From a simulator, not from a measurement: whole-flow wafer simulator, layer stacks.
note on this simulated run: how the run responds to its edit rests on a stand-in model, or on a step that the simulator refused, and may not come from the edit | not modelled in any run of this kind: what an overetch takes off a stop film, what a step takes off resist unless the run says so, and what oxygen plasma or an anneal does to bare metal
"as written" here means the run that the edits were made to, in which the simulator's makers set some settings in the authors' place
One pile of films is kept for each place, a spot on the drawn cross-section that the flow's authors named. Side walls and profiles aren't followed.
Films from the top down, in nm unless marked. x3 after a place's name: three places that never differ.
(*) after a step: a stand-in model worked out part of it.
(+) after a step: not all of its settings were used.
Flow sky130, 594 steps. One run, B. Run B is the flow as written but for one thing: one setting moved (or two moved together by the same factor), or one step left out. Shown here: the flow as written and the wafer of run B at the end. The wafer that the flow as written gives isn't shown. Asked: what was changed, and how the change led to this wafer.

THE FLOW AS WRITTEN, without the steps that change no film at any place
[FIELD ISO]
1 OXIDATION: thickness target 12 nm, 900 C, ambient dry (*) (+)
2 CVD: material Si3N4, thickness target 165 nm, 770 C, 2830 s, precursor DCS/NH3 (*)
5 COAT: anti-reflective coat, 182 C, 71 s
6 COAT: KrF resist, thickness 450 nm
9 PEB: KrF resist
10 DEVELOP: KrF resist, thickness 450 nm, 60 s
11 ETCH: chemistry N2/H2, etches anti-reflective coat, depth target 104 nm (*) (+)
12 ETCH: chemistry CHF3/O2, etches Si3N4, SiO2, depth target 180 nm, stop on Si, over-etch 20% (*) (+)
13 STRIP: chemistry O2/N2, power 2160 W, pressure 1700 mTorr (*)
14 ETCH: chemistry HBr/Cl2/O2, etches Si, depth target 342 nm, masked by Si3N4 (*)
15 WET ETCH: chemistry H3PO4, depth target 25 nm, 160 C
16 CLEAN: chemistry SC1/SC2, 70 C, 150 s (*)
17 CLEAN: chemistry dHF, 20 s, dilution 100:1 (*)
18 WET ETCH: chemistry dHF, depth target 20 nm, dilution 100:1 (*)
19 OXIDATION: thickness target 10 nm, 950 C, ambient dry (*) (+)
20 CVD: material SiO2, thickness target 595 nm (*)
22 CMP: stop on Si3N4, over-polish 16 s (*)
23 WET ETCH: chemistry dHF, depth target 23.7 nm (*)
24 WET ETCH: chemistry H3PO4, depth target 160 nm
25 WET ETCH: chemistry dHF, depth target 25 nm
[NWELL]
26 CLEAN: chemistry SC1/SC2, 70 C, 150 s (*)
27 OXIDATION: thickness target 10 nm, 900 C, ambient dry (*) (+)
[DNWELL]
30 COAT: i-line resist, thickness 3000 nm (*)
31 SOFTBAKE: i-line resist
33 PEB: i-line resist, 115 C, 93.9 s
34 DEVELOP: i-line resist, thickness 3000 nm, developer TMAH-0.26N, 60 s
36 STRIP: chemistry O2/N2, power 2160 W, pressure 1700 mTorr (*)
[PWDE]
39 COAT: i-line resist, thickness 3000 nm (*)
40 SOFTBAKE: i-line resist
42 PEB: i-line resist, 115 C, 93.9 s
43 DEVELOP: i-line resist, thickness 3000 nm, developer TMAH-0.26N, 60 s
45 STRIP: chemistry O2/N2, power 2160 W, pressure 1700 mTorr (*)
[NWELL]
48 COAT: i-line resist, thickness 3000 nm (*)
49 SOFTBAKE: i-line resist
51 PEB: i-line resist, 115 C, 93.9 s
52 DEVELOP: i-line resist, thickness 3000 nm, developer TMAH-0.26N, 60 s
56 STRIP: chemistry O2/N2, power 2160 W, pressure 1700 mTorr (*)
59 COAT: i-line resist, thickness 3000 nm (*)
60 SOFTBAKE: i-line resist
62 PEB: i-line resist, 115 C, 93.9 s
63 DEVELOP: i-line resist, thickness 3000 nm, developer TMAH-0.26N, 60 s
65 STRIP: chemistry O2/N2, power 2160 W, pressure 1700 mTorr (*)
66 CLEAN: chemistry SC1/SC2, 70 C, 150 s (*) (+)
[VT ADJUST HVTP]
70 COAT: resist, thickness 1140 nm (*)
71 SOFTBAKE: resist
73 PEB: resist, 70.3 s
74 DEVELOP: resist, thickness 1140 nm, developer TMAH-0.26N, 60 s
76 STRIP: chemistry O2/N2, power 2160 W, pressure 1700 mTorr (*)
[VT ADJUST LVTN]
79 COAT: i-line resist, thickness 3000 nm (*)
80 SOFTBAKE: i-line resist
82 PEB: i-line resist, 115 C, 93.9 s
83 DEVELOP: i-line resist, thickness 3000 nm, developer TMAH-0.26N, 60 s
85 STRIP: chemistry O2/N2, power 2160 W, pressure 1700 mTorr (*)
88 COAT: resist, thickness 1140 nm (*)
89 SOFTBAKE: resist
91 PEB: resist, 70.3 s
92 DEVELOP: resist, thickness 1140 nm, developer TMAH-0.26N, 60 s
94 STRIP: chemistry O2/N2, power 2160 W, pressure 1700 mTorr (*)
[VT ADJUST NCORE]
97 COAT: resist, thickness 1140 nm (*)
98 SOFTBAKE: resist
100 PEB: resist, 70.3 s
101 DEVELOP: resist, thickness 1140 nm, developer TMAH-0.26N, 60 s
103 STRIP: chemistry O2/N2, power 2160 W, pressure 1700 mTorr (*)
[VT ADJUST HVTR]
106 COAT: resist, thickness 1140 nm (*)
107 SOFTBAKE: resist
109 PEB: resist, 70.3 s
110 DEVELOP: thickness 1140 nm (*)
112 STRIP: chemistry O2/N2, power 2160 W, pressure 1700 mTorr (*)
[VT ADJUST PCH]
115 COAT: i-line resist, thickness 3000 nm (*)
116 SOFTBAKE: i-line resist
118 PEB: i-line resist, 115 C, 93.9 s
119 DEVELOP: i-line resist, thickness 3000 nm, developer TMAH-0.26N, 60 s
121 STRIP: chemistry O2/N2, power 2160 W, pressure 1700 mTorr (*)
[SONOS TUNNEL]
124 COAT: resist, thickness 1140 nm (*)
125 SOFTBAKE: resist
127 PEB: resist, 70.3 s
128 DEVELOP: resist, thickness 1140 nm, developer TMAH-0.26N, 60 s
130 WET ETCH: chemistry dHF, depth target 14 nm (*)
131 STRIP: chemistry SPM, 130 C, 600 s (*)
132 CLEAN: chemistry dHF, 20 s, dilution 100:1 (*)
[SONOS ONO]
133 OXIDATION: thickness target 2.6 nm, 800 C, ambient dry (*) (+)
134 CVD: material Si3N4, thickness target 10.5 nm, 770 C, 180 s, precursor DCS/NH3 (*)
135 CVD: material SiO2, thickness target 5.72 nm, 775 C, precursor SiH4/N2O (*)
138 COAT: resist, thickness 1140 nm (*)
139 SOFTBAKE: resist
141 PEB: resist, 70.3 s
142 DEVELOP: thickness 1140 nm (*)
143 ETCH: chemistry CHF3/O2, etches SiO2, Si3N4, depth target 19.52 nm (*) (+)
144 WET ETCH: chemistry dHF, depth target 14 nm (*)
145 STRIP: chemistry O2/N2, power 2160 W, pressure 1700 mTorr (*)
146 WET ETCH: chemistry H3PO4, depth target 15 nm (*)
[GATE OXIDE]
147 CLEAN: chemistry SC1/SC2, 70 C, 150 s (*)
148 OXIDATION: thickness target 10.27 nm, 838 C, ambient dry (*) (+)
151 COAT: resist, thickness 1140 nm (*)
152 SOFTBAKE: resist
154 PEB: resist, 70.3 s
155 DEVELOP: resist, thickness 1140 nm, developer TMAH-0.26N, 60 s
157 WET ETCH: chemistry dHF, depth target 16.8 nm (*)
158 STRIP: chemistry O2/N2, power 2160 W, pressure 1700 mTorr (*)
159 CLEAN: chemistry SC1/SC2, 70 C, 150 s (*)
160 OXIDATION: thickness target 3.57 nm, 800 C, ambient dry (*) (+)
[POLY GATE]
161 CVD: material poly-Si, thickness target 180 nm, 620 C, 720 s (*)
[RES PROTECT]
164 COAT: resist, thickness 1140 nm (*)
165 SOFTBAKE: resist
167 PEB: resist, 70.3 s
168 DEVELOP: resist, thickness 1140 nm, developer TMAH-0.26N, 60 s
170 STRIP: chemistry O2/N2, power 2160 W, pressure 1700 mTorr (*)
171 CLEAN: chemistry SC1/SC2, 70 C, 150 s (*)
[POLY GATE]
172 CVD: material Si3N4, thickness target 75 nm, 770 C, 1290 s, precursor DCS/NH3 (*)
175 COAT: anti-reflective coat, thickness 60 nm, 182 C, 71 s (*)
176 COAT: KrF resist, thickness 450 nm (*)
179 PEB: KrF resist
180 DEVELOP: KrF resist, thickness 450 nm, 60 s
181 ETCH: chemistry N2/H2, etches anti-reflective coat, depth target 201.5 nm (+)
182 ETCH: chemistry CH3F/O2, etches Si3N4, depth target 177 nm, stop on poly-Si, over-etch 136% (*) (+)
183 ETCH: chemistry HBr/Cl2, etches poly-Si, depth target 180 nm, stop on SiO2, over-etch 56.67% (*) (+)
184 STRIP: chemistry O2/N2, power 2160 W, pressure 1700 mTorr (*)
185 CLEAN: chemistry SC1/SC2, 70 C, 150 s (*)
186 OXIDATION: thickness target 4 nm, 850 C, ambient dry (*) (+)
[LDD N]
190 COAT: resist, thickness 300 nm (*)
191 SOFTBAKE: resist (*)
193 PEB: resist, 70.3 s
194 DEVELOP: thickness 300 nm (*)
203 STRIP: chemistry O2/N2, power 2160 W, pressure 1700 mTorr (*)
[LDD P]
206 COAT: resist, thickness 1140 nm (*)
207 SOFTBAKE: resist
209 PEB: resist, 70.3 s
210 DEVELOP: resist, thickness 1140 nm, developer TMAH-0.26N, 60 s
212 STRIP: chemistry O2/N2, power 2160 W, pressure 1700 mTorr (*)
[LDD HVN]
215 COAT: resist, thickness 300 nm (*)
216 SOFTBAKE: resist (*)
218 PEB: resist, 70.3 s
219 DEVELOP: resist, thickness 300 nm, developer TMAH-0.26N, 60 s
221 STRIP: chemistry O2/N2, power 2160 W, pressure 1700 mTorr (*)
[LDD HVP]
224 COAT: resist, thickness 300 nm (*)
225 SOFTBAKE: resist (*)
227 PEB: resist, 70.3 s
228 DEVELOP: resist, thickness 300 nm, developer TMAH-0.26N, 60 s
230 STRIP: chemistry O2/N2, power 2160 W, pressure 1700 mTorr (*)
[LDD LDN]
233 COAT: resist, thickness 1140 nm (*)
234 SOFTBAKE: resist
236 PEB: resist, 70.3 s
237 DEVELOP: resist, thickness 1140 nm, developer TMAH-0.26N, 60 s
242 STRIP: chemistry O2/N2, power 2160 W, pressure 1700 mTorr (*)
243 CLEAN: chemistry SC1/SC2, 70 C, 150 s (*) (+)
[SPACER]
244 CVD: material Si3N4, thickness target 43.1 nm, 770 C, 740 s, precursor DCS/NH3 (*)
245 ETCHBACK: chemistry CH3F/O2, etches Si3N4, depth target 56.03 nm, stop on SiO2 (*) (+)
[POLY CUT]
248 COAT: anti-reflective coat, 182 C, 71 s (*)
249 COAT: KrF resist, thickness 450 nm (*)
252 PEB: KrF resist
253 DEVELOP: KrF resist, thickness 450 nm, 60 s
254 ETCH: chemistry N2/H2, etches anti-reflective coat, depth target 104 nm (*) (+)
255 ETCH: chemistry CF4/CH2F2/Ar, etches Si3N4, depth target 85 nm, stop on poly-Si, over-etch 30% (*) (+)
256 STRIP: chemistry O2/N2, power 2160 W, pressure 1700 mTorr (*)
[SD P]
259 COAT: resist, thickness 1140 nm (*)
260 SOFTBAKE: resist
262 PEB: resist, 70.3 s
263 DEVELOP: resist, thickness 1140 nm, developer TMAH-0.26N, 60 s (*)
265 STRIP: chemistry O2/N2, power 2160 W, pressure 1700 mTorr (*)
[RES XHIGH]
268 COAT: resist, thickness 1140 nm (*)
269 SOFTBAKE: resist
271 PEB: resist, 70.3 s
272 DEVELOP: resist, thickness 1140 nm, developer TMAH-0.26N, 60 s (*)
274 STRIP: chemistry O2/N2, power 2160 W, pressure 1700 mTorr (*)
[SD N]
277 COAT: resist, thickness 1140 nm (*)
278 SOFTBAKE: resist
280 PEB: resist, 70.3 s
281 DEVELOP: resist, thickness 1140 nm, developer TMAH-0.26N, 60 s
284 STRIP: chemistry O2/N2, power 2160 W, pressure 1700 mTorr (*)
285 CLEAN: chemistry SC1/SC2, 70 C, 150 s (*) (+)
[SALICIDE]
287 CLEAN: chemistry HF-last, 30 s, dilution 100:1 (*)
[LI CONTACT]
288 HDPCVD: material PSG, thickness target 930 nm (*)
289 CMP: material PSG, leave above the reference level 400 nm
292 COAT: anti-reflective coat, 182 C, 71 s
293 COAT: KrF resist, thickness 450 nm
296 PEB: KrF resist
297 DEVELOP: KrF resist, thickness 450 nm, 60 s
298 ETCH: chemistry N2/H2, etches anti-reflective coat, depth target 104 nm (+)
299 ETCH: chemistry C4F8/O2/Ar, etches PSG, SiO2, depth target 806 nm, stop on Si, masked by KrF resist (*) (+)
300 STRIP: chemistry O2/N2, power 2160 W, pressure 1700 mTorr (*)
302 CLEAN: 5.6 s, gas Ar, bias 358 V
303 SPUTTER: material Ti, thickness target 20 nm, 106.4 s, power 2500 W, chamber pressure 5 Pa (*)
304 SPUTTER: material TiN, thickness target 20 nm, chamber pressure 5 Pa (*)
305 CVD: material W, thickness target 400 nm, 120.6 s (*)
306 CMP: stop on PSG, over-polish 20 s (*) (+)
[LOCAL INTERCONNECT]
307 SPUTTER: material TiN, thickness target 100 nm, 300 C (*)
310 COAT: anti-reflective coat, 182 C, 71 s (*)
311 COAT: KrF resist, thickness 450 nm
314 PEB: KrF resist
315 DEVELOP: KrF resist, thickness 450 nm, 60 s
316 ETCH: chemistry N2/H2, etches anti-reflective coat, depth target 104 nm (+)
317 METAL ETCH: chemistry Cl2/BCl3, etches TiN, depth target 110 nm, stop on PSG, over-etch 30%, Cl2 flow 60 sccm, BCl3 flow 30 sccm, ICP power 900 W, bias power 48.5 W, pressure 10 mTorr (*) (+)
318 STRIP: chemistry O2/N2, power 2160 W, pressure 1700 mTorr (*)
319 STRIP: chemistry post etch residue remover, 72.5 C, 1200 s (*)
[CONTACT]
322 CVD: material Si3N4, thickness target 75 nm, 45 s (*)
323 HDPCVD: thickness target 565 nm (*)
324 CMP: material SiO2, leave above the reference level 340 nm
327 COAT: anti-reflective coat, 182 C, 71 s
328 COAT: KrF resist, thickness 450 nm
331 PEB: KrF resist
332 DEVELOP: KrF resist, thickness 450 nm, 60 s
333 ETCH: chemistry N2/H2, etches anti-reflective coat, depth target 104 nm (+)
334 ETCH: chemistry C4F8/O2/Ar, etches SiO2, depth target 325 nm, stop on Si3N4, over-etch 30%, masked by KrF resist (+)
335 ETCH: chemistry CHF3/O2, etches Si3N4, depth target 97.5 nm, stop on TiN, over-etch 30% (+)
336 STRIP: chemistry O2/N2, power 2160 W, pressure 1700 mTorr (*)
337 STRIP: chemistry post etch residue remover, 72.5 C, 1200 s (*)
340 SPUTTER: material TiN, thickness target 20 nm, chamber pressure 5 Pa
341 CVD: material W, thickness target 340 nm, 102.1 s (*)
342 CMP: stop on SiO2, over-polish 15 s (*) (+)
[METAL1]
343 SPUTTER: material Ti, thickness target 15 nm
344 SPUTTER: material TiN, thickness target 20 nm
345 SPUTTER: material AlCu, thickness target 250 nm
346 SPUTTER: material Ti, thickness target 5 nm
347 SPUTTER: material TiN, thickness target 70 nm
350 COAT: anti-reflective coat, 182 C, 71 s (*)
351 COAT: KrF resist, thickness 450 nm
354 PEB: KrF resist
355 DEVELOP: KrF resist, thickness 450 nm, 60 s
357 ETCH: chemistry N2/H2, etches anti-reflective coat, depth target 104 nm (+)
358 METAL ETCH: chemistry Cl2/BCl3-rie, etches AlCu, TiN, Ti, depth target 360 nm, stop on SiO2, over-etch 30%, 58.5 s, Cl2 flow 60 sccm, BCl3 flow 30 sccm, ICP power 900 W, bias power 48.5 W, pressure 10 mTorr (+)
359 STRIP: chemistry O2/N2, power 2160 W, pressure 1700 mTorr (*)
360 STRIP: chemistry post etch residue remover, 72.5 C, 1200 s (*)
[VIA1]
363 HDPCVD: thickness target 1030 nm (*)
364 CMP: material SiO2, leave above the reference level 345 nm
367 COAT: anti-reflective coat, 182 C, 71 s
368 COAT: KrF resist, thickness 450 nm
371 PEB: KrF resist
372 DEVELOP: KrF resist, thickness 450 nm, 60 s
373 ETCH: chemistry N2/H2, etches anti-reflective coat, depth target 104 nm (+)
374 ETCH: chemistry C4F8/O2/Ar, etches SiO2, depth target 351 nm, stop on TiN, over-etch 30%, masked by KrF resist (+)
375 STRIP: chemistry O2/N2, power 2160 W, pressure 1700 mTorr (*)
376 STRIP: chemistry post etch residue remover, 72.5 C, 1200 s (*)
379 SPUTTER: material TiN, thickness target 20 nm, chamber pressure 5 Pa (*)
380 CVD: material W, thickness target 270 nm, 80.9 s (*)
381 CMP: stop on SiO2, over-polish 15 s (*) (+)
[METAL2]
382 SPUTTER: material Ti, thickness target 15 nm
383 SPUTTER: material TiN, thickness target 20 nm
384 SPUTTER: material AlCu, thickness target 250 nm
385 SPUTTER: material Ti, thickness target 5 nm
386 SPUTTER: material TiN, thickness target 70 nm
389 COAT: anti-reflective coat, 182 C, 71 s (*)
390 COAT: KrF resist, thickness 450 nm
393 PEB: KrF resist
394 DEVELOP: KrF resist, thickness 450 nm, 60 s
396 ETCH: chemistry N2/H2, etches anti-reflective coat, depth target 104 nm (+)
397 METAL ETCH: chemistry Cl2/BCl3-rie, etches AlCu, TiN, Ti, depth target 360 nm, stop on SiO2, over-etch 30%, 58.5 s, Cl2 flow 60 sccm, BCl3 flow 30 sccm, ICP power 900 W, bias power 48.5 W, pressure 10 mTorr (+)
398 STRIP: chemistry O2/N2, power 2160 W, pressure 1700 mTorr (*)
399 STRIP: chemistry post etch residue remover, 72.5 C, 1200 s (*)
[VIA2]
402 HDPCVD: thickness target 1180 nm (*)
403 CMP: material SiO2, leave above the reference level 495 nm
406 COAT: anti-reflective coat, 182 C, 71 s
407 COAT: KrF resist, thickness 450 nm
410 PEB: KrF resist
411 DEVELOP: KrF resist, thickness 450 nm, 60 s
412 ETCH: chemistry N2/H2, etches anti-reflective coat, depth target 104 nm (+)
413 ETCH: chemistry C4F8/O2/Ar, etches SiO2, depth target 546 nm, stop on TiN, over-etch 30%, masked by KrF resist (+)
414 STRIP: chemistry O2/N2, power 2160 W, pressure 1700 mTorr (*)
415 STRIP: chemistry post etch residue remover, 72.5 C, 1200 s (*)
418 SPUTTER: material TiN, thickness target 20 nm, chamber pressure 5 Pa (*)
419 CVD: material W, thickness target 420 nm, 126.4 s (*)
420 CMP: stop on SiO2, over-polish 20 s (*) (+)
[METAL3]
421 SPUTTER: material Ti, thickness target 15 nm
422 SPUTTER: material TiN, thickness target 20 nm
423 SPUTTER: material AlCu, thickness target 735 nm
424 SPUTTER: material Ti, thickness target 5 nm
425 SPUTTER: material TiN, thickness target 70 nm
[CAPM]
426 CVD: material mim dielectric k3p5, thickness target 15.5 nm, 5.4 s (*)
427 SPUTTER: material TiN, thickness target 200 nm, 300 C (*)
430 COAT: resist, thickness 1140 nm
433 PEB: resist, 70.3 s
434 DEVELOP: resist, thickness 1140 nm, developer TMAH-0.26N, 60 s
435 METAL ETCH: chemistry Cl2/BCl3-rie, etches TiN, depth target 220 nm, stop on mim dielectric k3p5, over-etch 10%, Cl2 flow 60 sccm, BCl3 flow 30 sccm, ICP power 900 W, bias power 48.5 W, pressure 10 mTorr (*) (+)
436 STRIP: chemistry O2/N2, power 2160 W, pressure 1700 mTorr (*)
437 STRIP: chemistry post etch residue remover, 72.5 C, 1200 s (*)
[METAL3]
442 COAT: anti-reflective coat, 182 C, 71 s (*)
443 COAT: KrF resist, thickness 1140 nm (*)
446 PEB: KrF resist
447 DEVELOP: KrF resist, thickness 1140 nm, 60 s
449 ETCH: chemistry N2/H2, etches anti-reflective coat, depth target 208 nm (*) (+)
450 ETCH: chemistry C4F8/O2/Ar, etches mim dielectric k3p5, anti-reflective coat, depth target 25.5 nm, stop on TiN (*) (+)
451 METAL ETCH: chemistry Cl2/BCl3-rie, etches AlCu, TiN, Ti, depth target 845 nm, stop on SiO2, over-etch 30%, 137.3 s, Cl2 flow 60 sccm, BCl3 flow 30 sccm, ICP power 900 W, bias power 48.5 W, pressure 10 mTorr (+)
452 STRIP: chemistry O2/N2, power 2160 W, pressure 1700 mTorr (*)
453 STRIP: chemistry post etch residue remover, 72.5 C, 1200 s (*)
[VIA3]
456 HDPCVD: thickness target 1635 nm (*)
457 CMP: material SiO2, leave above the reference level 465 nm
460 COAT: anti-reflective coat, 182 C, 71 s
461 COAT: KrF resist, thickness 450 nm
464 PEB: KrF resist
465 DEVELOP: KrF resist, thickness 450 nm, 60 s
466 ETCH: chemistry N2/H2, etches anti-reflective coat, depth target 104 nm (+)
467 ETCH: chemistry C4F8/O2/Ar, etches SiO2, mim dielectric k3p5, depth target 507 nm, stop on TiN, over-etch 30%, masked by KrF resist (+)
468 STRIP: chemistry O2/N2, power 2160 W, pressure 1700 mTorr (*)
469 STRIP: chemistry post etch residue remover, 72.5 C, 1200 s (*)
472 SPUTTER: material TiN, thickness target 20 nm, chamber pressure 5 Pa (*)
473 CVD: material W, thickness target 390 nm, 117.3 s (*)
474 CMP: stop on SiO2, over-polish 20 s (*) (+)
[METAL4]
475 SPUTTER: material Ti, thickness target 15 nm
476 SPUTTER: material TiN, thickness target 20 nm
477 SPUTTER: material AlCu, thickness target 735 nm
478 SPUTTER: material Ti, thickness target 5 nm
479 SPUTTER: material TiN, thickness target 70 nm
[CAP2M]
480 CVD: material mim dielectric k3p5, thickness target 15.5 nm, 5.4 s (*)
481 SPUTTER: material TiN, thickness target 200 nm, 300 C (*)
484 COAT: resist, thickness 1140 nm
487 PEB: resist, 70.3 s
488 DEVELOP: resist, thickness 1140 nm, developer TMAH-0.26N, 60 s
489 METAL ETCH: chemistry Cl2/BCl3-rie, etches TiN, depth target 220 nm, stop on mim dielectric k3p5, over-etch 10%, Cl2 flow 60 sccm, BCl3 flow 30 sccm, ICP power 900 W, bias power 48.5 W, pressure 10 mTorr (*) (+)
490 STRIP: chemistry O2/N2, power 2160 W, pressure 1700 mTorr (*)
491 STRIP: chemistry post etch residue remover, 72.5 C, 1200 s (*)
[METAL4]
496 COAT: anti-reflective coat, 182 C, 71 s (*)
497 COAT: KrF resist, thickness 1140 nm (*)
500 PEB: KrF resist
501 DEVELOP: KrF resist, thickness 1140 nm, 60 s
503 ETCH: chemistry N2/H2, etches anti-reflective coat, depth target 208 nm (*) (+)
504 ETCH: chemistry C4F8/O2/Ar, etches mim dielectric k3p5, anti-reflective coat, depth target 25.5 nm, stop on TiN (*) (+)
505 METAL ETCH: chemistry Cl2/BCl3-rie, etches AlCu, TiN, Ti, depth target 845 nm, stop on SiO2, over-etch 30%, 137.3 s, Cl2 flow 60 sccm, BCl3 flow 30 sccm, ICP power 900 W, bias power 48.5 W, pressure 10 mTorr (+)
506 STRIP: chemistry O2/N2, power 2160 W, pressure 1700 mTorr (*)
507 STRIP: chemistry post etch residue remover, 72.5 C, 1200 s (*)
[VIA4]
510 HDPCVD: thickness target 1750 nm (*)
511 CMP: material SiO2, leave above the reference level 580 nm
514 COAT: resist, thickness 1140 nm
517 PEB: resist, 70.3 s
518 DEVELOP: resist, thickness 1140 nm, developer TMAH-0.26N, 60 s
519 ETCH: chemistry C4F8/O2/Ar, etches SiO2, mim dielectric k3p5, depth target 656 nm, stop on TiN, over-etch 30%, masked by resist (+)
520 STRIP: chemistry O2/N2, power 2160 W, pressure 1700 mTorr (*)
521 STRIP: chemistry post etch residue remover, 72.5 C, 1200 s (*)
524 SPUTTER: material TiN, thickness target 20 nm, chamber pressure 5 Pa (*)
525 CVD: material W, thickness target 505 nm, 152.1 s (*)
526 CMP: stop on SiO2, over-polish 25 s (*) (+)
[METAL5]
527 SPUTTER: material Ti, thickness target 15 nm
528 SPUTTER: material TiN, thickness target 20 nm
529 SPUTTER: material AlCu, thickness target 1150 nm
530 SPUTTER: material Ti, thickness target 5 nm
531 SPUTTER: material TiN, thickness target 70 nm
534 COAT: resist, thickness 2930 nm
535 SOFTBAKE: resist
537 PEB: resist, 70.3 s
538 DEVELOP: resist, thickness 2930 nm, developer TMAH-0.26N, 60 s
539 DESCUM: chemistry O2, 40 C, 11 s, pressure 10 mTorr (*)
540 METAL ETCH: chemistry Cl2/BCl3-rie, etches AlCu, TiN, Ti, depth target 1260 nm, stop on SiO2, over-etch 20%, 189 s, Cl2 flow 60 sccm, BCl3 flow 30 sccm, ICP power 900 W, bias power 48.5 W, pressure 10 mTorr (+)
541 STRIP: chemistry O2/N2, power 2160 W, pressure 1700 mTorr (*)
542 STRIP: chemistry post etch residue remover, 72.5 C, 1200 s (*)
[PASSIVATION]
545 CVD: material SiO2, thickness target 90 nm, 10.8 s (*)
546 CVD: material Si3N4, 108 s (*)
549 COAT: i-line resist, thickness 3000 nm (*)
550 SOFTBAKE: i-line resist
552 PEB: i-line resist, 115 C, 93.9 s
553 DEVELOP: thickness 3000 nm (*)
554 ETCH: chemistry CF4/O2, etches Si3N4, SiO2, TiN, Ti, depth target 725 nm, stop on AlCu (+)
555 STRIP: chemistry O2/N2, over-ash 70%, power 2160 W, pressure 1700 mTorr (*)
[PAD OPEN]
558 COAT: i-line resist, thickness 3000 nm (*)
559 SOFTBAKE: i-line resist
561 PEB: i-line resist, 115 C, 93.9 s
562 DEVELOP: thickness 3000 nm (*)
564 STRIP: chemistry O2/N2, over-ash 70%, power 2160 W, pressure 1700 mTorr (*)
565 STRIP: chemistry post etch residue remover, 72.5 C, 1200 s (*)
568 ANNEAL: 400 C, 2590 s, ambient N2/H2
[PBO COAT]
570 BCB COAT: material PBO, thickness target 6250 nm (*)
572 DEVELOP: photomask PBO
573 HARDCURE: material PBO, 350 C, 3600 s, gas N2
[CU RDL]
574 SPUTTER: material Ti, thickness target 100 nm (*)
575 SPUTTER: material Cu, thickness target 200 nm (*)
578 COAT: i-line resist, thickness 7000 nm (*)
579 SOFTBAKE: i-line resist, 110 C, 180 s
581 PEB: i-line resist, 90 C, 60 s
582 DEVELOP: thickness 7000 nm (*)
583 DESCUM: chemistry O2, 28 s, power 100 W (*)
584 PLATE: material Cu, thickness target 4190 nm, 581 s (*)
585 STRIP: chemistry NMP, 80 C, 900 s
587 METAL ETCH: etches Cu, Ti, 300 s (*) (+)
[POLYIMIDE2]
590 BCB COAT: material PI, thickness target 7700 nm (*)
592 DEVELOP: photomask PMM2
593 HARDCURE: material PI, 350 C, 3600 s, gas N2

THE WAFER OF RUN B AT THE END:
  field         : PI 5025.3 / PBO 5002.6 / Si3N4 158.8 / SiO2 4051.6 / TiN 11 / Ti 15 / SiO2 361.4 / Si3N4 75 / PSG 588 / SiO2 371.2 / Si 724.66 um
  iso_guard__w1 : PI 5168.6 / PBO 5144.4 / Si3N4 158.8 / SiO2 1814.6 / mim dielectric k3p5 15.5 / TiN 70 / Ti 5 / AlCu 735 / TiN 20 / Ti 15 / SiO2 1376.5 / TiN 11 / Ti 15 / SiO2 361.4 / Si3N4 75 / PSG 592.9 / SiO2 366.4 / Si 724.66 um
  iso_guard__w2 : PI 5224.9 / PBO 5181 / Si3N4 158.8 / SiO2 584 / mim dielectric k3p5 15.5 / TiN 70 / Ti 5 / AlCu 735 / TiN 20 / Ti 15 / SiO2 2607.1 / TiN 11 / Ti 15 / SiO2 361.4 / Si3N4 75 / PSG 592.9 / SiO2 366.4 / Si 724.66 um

The cause: step 358, METAL ETCH: depth target 255.6 nm was run, where the flow has depth target 360 nm; step 358, METAL ETCH: 41.5 s was run, where the flow has 58.5 s.

How the change led to this, step by step:
  358 METAL ETCH: chemistry Cl2/BCl3-rie, etches AlCu, TiN, Ti, depth target 360 nm, stop on SiO2, over-etch 30%, 58.5 s, Cl2 flow 60 sccm, BCl3 flow 30 sccm, ICP power 900 W, bias power 48.5 W, pressure 10 mTorr (+)
      field, active, gate and 79 more: TiN -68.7 (all of it), Ti -5 (all of it), AlCu -250 (all of it), TiN -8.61 (as written it would be: TiN -68.7 (all of it), Ti -5 (all of it), AlCu -250 (all of it), TiN -20 (all of it), Ti -15 (all of it), SiO2 -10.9)
      rpo_hd, iso_guard_nsd_tip: TiN -68.7 (all of it), Ti -5 (all of it), AlCu -250 (all of it), TiN -8.62 (as written it would be: TiN -68.7 (all of it), Ti -5 (all of it), AlCu -250 (all of it), TiN -20 (all of it), Ti -15 (all of it), SiO2 -10.9)
      (and at 107 more places)
  359 STRIP: chemistry O2/N2, power 2160 W, pressure 1700 mTorr (*)
      n_well, p_well, gate_hv and 100 more: KrF resist -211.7 (all of it), anti-reflective coat -80 (all of it) (as written it would be: KrF resist -143.8 (all of it), anti-reflective coat -80 (all of it))
      poly_licon, ndiff_licon, ndiff_licon_cpp, rpo_hd_licon: KrF resist -211.7 (all of it), anti-reflective coat -80.5 (all of it) (as written it would be: KrF resist -143.9 (all of it), anti-reflective coat -80.5 (all of it))
  363 HDPCVD: thickness target 1030 nm (*)
      field, active, gate and 81 more: SiO2 +1030 (new film) (as written it would be: SiO2 +1030)
  364 CMP: material SiO2, leave above the reference level 345 nm
      field, active, gate and 81 more: SiO2 -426 (as written it would be: SiO2 -389.1)
Counting metal films that touch as one body, field has 1 body; the flow as written gives 0 bodies.
Counting metal films that touch as one body, iso_guard__w1 has 2 bodies (between them, from the top down: SiO2 1376.5); the flow as written gives 1 body.
Counting metal films that touch as one body, iso_guard__w2 has 2 bodies (between them, from the top down: SiO2 2607.1); the flow as written gives 1 body.
